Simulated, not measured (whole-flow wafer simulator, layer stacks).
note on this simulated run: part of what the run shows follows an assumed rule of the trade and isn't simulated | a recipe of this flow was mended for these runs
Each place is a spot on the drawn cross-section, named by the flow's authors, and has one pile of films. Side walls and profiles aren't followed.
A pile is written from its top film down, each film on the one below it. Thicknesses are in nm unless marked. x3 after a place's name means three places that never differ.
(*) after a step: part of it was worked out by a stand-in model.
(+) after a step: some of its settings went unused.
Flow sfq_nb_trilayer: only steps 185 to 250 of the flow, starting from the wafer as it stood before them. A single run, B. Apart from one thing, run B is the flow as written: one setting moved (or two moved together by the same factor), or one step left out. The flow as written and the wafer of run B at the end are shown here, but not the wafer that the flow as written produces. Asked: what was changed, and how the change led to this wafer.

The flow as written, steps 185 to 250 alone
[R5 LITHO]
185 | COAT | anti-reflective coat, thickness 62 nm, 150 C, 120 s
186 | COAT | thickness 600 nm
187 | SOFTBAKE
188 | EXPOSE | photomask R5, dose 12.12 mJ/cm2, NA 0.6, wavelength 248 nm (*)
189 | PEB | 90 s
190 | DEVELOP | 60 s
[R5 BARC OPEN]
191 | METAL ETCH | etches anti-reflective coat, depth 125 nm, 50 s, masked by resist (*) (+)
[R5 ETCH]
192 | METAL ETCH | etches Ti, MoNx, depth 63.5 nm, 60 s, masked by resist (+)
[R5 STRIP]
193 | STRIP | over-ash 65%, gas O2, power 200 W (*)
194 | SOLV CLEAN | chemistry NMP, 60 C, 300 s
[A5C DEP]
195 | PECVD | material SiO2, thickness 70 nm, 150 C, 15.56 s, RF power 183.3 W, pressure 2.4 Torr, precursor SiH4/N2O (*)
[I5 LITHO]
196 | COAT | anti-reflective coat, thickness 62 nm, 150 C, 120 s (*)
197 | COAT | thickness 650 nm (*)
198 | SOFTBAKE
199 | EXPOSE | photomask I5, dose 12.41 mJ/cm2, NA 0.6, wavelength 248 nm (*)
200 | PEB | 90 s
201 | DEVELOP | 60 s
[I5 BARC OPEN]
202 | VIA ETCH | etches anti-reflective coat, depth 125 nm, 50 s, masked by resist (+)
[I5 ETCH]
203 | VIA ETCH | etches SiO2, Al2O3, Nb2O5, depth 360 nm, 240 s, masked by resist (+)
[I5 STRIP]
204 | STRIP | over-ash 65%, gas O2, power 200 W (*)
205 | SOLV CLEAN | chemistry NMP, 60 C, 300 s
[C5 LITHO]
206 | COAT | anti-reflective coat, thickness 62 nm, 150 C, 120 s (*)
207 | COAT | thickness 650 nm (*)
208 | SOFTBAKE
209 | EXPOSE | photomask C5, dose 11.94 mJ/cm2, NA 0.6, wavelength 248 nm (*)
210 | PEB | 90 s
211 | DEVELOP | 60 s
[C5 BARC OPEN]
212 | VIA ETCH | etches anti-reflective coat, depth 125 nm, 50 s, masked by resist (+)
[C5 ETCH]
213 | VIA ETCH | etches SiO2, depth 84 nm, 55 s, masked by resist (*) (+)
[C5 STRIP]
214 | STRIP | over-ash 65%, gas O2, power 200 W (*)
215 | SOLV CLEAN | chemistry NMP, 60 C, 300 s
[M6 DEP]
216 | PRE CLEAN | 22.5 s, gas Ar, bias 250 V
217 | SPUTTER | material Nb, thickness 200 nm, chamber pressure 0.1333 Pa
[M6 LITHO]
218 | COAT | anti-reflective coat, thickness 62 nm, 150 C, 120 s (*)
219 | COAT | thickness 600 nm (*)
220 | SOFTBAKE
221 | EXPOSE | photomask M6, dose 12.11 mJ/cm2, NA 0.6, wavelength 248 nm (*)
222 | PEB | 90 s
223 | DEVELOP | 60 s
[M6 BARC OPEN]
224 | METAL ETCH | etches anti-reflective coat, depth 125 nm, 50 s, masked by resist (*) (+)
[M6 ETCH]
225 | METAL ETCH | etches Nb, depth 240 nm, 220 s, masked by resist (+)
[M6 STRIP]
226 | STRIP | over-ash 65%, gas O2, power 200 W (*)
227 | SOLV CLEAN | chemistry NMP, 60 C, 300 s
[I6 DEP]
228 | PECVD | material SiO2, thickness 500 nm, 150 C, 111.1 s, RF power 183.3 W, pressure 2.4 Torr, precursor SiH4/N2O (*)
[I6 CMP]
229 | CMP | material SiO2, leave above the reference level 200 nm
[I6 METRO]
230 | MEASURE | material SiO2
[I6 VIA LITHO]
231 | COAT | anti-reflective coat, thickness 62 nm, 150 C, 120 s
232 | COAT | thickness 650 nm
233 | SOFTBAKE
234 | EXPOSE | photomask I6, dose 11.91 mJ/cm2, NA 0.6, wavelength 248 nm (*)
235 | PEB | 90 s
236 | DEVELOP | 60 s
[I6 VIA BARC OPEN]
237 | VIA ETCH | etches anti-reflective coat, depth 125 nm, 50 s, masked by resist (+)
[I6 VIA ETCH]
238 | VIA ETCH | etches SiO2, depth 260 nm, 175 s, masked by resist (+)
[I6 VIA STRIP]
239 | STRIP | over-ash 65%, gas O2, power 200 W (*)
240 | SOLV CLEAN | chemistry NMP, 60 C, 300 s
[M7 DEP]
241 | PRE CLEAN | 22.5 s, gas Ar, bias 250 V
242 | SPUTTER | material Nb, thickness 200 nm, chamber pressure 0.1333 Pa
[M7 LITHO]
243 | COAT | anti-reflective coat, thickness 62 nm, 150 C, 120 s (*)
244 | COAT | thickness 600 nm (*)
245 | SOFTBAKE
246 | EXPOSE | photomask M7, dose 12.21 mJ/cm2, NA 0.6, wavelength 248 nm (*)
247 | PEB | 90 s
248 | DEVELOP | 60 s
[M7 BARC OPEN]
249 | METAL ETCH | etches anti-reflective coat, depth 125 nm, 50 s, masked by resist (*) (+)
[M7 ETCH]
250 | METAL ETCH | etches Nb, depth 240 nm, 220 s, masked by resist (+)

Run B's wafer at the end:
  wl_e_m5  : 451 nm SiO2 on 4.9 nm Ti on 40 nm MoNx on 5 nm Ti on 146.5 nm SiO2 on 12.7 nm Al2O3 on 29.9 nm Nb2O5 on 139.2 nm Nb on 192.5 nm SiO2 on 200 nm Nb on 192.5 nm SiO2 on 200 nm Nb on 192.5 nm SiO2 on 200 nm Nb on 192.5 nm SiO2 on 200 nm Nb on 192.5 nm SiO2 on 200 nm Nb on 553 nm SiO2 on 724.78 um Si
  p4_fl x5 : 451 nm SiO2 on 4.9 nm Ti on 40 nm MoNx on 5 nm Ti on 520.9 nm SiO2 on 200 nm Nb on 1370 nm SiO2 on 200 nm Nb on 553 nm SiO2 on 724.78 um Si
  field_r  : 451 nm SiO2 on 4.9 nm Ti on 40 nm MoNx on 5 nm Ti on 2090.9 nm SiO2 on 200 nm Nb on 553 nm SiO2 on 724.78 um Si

Cause: step 188, EXPOSE: dose 5.076 mJ/cm2 was run, though the flow has dose 12.12 mJ/cm2.

Step by step, how the change led to this:
  190 | DEVELOP | 60 s
      field_l, v_sur, via_wl and 96 more: -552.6 KrF-resist-other-grade (in the flow as written it would be: -598.7 KrF-resist-other-grade (all of it))
  191 | METAL ETCH | etches anti-reflective coat, depth 125 nm, 50 s, masked by resist (*) (+)
      field_l, v_sur, via_wl and 96 more: -46.1 KrF-resist-other-grade (all of it), -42 anti-reflective coat (in the flow as written it would be: -62 anti-reflective coat (all of it))
  192 | METAL ETCH | etches Ti, MoNx, depth 63.5 nm, 60 s, masked by resist (+)
      field_l, v_sur, via_wl and 92 more: -20 anti-reflective coat (all of it), -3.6 Ti (in the flow as written it would be: -8.5 Ti (all of it), -40 MoNx (all of it), -5 Ti (all of it), -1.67 SiO2)
      ce_l, c5j, ce_r, wl_jj: -20 anti-reflective coat (all of it), -3.6 Ti (in the flow as written it would be: -8.5 Ti (all of it), -40 MoNx (all of it), -5 Ti (all of it), -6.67 Nb)
  195 | PECVD | material SiO2, thickness 70 nm, 150 C, 15.56 s, RF power 183.3 W, pressure 2.4 Torr, precursor SiH4/N2O (*)
      field_l, v_sur, via_wl and 92 more: +70 SiO2 (new film) (in the flow as written it would be: +70 SiO2)
  196 | COAT | anti-reflective coat, thickness 62 nm, 150 C, 120 s (*)
      r5r_line_l, r5r_line_c, r5r_line_r: +60 anti-reflective coat (new film) (in the flow as written it would be: +35.5 anti-reflective coat (new film))
      wl_j_sl, wl_j_sr: +62 anti-reflective coat (new film) (in the flow as written it would be: +60.5 anti-reflective coat (new film))
      (as well as at 16 more places)
  197 | COAT | thickness 650 nm (*)
      be_r: +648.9 KrF-resist-other-grade (new film) (in the flow as written it would be: +632.1 KrF-resist-other-grade (new film))
      r_sur: +648.4 KrF-resist-other-grade (new film) (in the flow as written it would be: +622.3 KrF-resist-other-grade (new film))
      (as well as at 2 more places)
  203 | VIA ETCH | etches SiO2, Al2O3, Nb2O5, depth 360 nm, 240 s, masked by resist (+)
      be: -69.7 SiO2 (all of it), -1.39 Ti (in the flow as written it would be: -214.5 SiO2 (all of it), -12.7 Al2O3 (all of it), -29.9 Nb2O5 (all of it), -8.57 Nb)
  204 | STRIP | over-ash 65%, gas O2, power 200 W (*)
      r5r_line_l, r5r_line_c, r5r_line_r: -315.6 KrF-resist-other-grade (all of it), -60 anti-reflective coat (all of it) (in the flow as written it would be: -314.5 KrF-resist-other-grade (all of it), -35.5 anti-reflective coat (all of it))
      wl_j_sl, wl_j_sr: -315.7 KrF-resist-other-grade (all of it), -62 anti-reflective coat (all of it) (in the flow as written it would be: -316.4 KrF-resist-other-grade (all of it), -60.5 anti-reflective coat (all of it))
      (as well as at 17 more places)
  206 | COAT | anti-reflective coat, thickness 62 nm, 150 C, 120 s (*)
      r5r_line_l, r5r_line_c, r5r_line_r: +60 anti-reflective coat (new film) (in the flow as written it would be: +35.5 anti-reflective coat (new film))
      wl_j_sl, wl_j_sr: +62 anti-reflective coat (new film) (in the flow as written it would be: +60.5 anti-reflective coat (new film))
      (as well as at 20 more places)
  207 | COAT | thickness 650 nm (*)
      be: +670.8 KrF-resist-other-grade (new film) (in the flow as written it would be: +815 KrF-resist-other-grade (new film))
      be_r: +648.5 KrF-resist-other-grade (new film) (in the flow as written it would be: +631.2 KrF-resist-other-grade (new film))
      (as well as at 3 more places)
  211 | DEVELOP | 60 s
      res: -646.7 KrF-resist-other-grade (all of it) (in the flow as written it would be: -622.6 KrF-resist-other-grade (all of it))
  212 | VIA ETCH | etches anti-reflective coat, depth 125 nm, 50 s, masked by resist (+)
      c5j: -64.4 anti-reflective coat (all of it), -0.3 SiO2 (in the flow as written it would be: -73.7 anti-reflective coat (all of it), -0.26 SiO2)
      res: -61.4 anti-reflective coat (all of it), -0.32 SiO2 (in the flow as written it would be: -57.9 anti-reflective coat (all of it), -0.34 SiO2)
  213 | VIA ETCH | etches SiO2, depth 84 nm, 55 s, masked by resist (*) (+)
      c5j: -69.7 SiO2 (all of it), -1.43 Ti (in the flow as written it would be: -69.7 SiO2 (all of it), -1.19 Nb)
  214 | STRIP | over-ash 65%, gas O2, power 200 W (*)
      r5r_line_l, r5r_line_c, r5r_line_r: -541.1 KrF-resist-other-grade (all of it), -60 anti-reflective coat (all of it) (in the flow as written it would be: -540 KrF-resist-other-grade (all of it), -35.5 anti-reflective coat (all of it))
      wl_j_sl, wl_j_sr: -541.2 KrF-resist-other-grade (all of it), -62 anti-reflective coat (all of it) (in the flow as written it would be: -541.9 KrF-resist-other-grade (all of it), -60.5 anti-reflective coat (all of it))
      (as well as at 19 more places)
  216 | PRE CLEAN | 22.5 s, gas Ar, bias 250 V
      be: -3.5 Ti (all of it), -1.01 MoNx (in the flow as written it would be: -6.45 Nb)
      c5j: -3.47 Ti (all of it), -1.04 MoNx (in the flow as written it would be: -6.45 Nb)
  217 | SPUTTER | material Nb, thickness 200 nm, chamber pressure 0.1333 Pa
      be: +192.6 Nb (new film) (in the flow as written it would be: +145.8 Nb)
      c5j: +189.1 Nb (new film) (in the flow as written it would be: +188.4 Nb)
  ... 6 other steps ...
  229 | CMP | material SiO2, leave above the reference level 200 nm
      be_r, r_sur, r_end: -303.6 SiO2 (in the flow as written it would be: -355.2 SiO2)
      r5r_line_l, r5r_line_c, r5r_line_r: -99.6 SiO2 (in the flow as written it would be: -151.2 SiO2)
      (as well as at 5 more places)
If metal films that touch count as one body, wl_e_m5 has 7 bodies (between them, from the top down: SiO2 146.5 / Al2O3 12.7 / Nb2O5 29.9; SiO2 192.5; SiO2 192.5; SiO2 192.5; SiO2 192.5; SiO2 192.5); the flow as written gives 6 bodies (between them, from the top down: SiO2 192.5; SiO2 192.5; SiO2 192.5; SiO2 192.5; SiO2 192.5).
If metal films that touch count as one body, p4_fl x5 has 3 bodies (between them, from the top down: SiO2 520.9; SiO2 1370); the flow as written gives 2 bodies (between them, from the top down: SiO2 1370).
If metal films that touch count as one body, field_r has 2 bodies (between them, from the top down: SiO2 2090.9); the flow as written gives 1 body.
